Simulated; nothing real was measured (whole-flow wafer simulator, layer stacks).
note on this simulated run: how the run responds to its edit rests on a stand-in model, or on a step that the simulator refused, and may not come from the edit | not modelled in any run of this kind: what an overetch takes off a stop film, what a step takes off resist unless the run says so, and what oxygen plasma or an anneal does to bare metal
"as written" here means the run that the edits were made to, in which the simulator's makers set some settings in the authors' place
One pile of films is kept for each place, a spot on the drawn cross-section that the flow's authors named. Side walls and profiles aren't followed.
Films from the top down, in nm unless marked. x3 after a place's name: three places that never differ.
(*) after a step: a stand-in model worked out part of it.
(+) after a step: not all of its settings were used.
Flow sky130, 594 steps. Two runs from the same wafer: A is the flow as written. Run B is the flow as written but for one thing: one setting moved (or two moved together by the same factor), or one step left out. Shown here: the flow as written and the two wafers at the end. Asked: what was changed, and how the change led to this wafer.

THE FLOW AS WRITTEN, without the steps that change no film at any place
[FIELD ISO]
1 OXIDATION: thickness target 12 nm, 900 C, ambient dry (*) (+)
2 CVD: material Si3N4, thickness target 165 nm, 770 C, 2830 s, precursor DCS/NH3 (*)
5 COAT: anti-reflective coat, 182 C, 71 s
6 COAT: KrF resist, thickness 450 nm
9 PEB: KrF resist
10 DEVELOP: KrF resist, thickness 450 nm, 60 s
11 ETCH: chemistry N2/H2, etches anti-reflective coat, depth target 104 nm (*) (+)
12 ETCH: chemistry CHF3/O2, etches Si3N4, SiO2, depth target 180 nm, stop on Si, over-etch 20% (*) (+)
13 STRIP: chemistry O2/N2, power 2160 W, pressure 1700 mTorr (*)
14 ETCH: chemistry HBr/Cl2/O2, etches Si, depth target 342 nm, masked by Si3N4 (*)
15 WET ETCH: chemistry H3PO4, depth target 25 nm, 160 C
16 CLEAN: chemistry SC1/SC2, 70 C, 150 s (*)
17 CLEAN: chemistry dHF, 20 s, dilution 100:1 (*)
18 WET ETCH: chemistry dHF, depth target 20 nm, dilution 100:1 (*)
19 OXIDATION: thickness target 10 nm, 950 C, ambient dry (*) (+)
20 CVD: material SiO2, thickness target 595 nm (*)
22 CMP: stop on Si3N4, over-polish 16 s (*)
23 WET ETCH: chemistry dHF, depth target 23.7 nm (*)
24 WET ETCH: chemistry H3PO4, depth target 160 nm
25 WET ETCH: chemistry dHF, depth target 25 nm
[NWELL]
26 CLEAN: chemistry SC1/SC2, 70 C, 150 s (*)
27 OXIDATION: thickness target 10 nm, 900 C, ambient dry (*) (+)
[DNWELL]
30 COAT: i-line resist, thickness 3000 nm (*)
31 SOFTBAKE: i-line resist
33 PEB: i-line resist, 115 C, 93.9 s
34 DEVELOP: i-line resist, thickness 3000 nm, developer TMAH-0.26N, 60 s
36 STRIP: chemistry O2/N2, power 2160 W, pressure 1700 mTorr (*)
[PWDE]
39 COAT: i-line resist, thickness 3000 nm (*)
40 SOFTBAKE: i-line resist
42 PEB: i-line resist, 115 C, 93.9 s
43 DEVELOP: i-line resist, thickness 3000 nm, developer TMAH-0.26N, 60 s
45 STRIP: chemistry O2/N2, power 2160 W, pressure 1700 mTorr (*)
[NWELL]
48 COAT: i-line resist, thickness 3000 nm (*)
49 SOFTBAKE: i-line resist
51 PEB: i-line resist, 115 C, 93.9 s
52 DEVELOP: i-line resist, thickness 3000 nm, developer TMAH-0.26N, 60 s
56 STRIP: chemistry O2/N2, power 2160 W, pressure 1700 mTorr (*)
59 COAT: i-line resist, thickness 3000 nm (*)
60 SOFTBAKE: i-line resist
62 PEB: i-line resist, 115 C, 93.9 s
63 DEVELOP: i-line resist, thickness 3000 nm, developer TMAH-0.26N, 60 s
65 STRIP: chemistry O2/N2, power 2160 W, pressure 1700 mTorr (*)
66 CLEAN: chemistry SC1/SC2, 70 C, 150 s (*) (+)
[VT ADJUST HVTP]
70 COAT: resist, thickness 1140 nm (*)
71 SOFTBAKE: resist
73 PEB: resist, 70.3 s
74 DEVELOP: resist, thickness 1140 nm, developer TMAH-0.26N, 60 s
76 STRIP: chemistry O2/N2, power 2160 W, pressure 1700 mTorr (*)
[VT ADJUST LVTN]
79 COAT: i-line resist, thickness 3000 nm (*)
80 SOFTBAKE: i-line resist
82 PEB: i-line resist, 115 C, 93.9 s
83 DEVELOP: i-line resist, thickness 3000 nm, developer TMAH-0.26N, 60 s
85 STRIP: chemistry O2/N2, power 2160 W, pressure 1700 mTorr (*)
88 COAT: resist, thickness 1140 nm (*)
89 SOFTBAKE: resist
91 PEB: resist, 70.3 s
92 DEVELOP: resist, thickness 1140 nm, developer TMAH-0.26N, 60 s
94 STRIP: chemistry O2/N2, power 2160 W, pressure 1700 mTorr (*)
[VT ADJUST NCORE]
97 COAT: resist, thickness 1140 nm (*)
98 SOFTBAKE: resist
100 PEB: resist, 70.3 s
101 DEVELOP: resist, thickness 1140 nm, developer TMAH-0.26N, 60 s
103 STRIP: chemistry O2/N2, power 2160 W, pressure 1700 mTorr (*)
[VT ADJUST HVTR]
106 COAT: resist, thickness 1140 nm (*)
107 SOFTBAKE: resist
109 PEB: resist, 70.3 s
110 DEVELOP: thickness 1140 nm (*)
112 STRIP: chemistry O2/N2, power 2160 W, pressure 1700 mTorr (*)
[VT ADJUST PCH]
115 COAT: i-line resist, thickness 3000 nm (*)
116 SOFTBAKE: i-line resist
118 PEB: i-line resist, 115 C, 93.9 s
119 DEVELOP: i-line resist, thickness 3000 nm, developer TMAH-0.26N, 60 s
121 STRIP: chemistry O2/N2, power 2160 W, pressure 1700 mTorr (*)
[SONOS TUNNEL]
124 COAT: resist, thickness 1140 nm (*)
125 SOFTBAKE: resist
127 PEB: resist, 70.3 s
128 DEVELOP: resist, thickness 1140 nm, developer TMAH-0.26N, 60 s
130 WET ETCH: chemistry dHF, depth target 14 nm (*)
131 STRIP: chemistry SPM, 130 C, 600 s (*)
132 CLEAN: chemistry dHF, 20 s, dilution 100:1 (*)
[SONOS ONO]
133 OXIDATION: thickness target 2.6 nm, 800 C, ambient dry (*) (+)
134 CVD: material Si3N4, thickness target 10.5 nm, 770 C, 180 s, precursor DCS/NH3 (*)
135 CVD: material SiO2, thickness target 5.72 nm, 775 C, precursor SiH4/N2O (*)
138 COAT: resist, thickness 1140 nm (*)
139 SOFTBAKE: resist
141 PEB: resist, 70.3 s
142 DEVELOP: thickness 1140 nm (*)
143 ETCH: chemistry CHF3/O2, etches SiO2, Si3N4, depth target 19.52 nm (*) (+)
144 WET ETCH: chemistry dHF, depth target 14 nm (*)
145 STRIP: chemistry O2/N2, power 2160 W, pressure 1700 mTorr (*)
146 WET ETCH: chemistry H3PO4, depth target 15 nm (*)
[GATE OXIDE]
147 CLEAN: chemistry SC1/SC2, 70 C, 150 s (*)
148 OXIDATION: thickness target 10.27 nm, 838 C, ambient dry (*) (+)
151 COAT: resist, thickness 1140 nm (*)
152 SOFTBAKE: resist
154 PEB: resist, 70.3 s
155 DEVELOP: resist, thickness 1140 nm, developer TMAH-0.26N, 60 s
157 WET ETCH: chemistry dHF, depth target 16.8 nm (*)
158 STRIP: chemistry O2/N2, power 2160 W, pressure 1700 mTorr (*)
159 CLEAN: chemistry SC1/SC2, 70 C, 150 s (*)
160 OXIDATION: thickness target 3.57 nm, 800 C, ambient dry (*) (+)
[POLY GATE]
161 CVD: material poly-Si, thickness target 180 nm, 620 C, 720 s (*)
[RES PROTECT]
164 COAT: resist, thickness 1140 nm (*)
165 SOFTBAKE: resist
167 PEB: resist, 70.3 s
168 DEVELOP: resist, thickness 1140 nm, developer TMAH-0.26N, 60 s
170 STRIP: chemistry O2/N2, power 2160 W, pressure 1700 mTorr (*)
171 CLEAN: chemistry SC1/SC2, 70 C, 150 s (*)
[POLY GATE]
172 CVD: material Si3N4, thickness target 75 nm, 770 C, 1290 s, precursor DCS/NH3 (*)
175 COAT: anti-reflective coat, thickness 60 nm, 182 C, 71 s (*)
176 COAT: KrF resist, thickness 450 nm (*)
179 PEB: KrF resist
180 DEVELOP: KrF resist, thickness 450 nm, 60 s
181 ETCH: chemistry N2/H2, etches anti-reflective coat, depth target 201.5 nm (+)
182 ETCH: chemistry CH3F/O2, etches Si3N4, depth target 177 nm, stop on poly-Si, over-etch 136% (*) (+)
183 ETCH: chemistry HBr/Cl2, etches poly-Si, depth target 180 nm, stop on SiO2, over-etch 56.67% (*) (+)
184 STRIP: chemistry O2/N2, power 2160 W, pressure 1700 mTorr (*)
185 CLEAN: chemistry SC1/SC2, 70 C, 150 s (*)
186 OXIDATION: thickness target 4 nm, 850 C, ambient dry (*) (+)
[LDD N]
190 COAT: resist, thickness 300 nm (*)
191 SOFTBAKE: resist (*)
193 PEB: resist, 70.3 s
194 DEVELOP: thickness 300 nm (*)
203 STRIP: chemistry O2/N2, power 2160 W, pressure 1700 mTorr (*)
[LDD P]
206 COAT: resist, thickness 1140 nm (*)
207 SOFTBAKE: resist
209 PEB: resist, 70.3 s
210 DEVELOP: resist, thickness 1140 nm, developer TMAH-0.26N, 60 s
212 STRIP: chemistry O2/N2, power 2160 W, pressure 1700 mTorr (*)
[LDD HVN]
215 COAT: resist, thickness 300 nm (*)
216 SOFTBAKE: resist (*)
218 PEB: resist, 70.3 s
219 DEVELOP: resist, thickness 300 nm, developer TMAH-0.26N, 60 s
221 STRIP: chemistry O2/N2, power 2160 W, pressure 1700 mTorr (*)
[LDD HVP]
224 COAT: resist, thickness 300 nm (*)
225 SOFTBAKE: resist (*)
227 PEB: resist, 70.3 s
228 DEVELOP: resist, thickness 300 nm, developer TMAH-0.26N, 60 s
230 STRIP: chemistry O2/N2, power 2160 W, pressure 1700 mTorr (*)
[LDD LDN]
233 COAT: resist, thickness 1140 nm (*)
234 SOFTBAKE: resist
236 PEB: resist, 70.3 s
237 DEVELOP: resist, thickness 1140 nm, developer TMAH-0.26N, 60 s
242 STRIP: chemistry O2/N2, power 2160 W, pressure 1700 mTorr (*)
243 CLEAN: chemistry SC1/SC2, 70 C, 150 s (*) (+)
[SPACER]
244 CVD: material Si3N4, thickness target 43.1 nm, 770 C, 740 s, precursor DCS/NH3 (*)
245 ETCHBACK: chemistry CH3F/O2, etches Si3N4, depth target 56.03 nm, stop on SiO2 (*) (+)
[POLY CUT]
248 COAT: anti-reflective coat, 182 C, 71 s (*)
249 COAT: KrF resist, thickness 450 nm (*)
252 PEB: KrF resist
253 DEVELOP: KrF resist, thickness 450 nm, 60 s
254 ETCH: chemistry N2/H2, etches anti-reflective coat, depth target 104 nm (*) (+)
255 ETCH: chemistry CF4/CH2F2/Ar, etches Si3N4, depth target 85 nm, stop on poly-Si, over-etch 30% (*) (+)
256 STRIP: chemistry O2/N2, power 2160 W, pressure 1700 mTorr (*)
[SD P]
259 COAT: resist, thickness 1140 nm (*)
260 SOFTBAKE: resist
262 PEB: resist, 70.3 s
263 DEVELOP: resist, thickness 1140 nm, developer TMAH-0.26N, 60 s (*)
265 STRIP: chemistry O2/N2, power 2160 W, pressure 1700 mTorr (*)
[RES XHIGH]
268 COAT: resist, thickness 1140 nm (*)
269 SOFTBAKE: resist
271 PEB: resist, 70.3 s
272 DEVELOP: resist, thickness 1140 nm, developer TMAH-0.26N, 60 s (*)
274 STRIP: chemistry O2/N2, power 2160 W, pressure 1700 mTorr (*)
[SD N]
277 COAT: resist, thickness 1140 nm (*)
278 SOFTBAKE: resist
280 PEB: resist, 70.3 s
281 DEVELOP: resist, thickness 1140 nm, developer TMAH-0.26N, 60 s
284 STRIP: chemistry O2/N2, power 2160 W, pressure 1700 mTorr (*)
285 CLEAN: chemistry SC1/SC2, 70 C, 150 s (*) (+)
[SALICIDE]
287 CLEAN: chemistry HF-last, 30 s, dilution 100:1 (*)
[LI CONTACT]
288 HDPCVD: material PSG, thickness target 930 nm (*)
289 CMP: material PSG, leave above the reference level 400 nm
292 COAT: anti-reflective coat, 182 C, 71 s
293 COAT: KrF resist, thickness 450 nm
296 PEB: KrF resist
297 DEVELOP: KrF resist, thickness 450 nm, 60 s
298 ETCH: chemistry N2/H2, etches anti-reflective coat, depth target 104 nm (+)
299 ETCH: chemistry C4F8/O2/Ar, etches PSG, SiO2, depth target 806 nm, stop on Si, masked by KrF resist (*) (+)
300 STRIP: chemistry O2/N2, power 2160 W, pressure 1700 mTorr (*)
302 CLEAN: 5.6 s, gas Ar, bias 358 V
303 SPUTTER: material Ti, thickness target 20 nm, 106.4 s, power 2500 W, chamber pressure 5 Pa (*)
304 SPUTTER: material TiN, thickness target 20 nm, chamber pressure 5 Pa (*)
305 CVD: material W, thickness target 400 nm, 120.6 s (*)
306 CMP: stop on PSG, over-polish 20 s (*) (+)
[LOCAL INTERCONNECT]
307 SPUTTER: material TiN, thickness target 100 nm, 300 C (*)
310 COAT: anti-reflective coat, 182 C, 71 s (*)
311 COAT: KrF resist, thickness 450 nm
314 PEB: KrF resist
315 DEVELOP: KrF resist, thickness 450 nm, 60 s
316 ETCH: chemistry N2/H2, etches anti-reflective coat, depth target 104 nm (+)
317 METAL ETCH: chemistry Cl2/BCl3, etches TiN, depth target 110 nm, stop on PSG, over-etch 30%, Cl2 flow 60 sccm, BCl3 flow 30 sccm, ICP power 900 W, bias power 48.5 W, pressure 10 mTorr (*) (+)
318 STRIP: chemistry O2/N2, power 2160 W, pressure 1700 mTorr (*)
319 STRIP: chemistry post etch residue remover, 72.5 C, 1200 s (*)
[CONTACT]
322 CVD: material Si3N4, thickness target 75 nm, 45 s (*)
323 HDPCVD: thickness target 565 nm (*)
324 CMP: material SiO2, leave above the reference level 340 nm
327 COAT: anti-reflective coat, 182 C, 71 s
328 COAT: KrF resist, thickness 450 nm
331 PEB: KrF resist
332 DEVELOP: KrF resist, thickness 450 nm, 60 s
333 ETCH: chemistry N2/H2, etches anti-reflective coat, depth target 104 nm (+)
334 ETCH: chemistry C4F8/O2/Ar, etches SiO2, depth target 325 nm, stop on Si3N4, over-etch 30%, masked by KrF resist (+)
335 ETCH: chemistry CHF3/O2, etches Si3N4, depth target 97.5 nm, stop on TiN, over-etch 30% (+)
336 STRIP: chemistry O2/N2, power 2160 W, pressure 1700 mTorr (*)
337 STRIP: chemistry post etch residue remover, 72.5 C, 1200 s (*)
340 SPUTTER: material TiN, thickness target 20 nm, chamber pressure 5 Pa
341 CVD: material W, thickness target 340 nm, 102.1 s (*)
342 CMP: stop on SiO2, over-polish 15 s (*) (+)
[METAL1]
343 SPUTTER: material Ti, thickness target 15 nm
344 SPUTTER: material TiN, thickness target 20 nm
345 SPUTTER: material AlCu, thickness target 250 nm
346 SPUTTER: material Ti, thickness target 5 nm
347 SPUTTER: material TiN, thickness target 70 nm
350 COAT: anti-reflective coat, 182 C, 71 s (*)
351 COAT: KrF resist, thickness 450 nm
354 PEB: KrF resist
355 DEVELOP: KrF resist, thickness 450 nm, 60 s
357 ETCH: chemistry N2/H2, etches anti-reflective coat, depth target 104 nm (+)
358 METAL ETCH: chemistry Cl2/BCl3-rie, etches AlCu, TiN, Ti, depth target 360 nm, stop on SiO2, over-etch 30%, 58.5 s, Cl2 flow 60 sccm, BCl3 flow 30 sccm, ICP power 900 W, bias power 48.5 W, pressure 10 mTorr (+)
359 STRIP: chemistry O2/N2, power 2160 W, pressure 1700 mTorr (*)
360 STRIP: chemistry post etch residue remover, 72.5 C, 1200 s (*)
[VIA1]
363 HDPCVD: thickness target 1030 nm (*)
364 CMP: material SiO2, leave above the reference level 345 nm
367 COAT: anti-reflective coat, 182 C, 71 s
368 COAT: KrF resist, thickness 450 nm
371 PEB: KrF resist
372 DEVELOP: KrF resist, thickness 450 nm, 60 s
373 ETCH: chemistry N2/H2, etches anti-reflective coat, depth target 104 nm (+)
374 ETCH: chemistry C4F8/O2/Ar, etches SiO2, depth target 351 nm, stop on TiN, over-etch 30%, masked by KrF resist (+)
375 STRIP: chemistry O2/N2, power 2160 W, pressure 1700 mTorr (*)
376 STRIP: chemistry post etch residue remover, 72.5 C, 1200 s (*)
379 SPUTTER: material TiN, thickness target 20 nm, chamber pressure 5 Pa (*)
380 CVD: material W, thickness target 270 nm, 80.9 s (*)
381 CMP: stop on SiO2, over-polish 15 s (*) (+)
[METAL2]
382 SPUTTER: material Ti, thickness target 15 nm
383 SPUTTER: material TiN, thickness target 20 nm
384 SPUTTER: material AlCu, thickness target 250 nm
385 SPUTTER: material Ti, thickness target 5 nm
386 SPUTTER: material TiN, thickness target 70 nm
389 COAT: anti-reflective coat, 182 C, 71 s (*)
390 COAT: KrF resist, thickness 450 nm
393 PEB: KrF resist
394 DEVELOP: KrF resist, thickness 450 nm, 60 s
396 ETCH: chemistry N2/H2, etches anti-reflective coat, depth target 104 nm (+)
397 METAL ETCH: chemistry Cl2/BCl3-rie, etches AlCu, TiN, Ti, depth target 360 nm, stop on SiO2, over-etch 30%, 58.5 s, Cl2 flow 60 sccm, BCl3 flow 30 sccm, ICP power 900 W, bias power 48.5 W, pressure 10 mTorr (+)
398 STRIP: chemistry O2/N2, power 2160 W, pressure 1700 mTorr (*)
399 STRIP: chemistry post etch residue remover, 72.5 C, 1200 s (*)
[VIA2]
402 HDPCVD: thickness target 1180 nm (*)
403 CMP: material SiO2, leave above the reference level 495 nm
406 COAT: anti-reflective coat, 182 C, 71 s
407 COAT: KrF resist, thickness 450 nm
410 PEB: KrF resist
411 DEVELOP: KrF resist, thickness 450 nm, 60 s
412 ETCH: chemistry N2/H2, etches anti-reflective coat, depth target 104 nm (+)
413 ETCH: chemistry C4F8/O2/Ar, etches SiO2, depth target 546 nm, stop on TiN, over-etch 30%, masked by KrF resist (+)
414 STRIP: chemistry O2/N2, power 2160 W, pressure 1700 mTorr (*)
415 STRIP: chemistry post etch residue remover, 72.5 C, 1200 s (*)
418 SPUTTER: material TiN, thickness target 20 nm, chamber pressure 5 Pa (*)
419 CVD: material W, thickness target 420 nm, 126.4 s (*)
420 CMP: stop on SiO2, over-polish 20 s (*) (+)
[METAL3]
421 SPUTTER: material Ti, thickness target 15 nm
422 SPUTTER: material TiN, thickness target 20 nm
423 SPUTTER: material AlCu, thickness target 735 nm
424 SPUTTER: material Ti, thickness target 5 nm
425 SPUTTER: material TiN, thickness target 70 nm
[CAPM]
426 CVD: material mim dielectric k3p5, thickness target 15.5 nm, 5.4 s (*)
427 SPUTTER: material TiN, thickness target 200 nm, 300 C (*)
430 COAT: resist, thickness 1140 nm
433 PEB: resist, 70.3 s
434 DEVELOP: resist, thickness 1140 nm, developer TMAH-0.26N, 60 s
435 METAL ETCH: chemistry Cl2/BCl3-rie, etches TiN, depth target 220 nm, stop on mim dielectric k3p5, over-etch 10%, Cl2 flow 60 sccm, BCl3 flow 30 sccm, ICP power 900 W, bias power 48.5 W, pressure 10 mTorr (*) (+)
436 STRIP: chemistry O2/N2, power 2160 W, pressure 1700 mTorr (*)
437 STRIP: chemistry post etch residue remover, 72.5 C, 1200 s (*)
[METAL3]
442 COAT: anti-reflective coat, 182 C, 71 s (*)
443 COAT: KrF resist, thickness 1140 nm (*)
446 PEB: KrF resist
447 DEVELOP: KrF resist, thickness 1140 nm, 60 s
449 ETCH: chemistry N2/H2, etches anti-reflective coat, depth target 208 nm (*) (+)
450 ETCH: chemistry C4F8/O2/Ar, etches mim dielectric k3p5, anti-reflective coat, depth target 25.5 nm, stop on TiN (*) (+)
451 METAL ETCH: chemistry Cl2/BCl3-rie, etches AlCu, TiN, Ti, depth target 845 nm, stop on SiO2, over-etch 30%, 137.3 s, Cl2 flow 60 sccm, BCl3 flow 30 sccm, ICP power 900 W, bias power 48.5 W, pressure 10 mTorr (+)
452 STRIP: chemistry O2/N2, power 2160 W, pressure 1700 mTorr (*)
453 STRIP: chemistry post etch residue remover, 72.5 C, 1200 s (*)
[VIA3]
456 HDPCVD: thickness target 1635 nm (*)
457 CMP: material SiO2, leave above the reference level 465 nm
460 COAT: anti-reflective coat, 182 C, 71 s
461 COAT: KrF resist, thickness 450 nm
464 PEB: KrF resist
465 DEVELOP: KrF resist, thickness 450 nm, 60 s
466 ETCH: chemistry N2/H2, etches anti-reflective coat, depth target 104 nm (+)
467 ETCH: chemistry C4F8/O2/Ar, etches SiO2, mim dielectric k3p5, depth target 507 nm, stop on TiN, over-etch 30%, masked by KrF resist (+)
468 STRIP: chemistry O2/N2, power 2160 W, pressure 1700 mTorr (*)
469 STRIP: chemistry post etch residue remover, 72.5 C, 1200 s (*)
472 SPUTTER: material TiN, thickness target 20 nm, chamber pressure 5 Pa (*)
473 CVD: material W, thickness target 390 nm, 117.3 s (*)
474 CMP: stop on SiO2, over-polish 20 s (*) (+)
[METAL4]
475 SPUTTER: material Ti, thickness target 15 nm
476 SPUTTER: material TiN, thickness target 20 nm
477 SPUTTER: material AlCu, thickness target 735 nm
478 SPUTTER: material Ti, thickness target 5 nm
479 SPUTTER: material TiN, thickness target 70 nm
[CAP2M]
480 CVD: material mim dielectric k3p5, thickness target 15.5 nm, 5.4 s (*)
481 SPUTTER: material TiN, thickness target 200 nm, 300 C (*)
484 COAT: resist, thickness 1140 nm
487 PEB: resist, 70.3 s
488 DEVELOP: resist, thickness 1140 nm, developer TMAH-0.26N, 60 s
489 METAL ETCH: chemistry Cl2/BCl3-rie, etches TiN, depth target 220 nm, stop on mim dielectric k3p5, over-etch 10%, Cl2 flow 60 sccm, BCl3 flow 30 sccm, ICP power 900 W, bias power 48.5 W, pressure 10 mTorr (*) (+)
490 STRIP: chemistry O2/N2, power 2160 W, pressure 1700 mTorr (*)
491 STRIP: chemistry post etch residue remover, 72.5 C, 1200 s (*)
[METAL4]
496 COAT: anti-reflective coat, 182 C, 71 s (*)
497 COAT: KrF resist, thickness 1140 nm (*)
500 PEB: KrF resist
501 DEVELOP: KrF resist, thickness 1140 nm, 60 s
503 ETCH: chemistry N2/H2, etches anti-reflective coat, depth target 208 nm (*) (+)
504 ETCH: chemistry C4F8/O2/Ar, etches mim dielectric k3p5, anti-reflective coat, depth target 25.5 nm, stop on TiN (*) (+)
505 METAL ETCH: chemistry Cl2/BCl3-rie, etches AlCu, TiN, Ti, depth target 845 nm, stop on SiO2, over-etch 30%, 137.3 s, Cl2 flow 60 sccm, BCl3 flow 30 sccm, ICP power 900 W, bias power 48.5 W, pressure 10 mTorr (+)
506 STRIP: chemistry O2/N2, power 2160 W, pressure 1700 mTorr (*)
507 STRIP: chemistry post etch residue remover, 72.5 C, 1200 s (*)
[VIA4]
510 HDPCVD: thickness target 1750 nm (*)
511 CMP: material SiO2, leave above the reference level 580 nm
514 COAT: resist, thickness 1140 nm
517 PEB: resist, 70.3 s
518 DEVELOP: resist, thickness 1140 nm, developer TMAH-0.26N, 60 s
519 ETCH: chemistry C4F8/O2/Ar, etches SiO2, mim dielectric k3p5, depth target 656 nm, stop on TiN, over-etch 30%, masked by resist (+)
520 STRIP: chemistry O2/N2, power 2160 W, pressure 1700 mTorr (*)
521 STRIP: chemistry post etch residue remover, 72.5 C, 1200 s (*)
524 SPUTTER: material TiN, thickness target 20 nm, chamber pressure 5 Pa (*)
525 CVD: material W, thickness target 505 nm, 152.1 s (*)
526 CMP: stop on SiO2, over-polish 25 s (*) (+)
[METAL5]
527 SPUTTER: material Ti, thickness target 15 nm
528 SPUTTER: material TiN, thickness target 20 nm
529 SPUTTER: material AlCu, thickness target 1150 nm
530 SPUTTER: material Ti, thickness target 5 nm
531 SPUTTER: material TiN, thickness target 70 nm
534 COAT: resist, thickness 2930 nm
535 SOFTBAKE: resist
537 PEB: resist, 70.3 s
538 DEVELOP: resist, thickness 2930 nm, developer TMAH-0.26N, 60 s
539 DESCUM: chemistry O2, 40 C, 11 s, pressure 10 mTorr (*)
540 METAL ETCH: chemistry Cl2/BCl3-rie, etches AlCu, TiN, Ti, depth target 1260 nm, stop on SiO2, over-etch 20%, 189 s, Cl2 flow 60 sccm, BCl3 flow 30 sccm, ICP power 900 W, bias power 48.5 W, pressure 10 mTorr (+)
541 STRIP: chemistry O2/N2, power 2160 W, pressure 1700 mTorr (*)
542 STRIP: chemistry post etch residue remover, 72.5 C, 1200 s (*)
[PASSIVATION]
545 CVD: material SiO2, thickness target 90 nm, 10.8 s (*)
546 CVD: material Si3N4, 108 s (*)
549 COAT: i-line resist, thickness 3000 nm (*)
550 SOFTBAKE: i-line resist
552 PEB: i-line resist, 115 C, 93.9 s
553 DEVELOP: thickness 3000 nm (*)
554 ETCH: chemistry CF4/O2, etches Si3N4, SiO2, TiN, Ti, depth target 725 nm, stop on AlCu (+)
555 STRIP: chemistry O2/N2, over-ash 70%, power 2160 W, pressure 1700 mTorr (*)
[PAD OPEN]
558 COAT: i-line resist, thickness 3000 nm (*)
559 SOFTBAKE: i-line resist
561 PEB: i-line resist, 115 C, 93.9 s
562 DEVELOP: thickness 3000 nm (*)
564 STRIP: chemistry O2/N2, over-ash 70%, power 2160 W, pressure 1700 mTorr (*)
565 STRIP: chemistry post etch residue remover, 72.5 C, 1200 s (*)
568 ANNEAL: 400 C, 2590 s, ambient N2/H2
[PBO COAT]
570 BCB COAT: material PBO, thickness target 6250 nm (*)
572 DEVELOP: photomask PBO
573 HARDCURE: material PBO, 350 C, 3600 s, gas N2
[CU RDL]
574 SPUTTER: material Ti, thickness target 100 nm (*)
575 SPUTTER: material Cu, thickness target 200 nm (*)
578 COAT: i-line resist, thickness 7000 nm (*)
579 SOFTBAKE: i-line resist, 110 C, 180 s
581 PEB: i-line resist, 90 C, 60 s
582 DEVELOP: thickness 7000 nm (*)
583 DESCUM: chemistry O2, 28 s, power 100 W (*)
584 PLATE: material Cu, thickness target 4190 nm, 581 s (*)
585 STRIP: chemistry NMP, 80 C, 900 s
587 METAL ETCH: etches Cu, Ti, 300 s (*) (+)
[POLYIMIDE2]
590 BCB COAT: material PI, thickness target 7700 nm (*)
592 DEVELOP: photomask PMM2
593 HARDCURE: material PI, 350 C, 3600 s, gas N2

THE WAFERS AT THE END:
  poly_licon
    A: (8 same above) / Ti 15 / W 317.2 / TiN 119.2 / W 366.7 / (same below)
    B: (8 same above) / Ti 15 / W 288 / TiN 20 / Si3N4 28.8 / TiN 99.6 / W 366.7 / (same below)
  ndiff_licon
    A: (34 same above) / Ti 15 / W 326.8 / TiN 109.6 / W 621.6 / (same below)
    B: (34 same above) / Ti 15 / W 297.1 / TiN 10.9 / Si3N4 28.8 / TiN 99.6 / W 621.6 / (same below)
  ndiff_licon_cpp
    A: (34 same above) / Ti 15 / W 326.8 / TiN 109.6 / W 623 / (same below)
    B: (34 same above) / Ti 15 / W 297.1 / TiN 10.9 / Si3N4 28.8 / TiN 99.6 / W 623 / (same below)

The cause: step 335, ETCH: depth target 45.8 nm was run, where the flow has depth target 97.5 nm.

How the change led to this, step by step:
  335 ETCH: chemistry CHF3/O2, etches Si3N4, depth target 97.5 nm, stop on TiN, over-etch 30% (+)
      poly_licon, ndiff_licon, ndiff_licon_cpp, rpo_hd_licon: A Si3N4 -75 (all of it) | B Si3N4 -45.8
      field, active, n_well and 184 more: A KrF resist -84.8 | B KrF resist -39.8
  336 STRIP: chemistry O2/N2, power 2160 W, pressure 1700 mTorr (*)
      field, active, n_well and 184 more: A KrF resist -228 (all of it), anti-reflective coat -80 (all of it) | B KrF resist -273 (all of it), anti-reflective coat -80 (all of it)
  340 SPUTTER: material TiN, thickness target 20 nm, chamber pressure 5 Pa
      ndiff_licon, ndiff_licon_cpp, rpo_hd_licon: A TiN +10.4 | B TiN +10.9 (new film)
      poly_licon: A TiN +20 | B TiN +20 (new film)
  341 CVD: material W, thickness target 340 nm, 102.1 s (*)
      ndiff_licon, ndiff_licon_cpp, rpo_hd_licon: A W +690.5 (new film) | B W +660.8 (new film)
  342 CMP: stop on SiO2, over-polish 15 s (*) (+)
      poly_licon: A W -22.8 | B W -52
Counting metal films that touch as one body, poly_licon has 3 bodies (between them, from the top down: Si3N4 28.8; void 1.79); the flow as written gives 2 bodies (between them, from the top down: void 1.79).
Counting metal films that touch as one body, ndiff_licon has 7 bodies (between them, from the top down: SiO2 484 / mim dielectric k3p5 15.5; SiO2 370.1 / mim dielectric k3p5 15.5; SiO2 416; SiO2 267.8; Si3N4 28.8; void 1.78); the flow as written gives 6 bodies (between them, from the top down: SiO2 484 / mim dielectric k3p5 15.5; SiO2 370.1 / mim dielectric k3p5 15.5; SiO2 416; SiO2 267.8; void 1.78).
Counting metal films that touch as one body, ndiff_licon_cpp has 7 bodies (between them, from the top down: SiO2 484 / mim dielectric k3p5 15.5; SiO2 370.1 / mim dielectric k3p5 15.5; SiO2 416; SiO2 267.8; Si3N4 28.8; void 1.78); the flow as written gives 6 bodies (between them, from the top down: SiO2 484 / mim dielectric k3p5 15.5; SiO2 370.1 / mim dielectric k3p5 15.5; SiO2 416; SiO2 267.8; void 1.78).
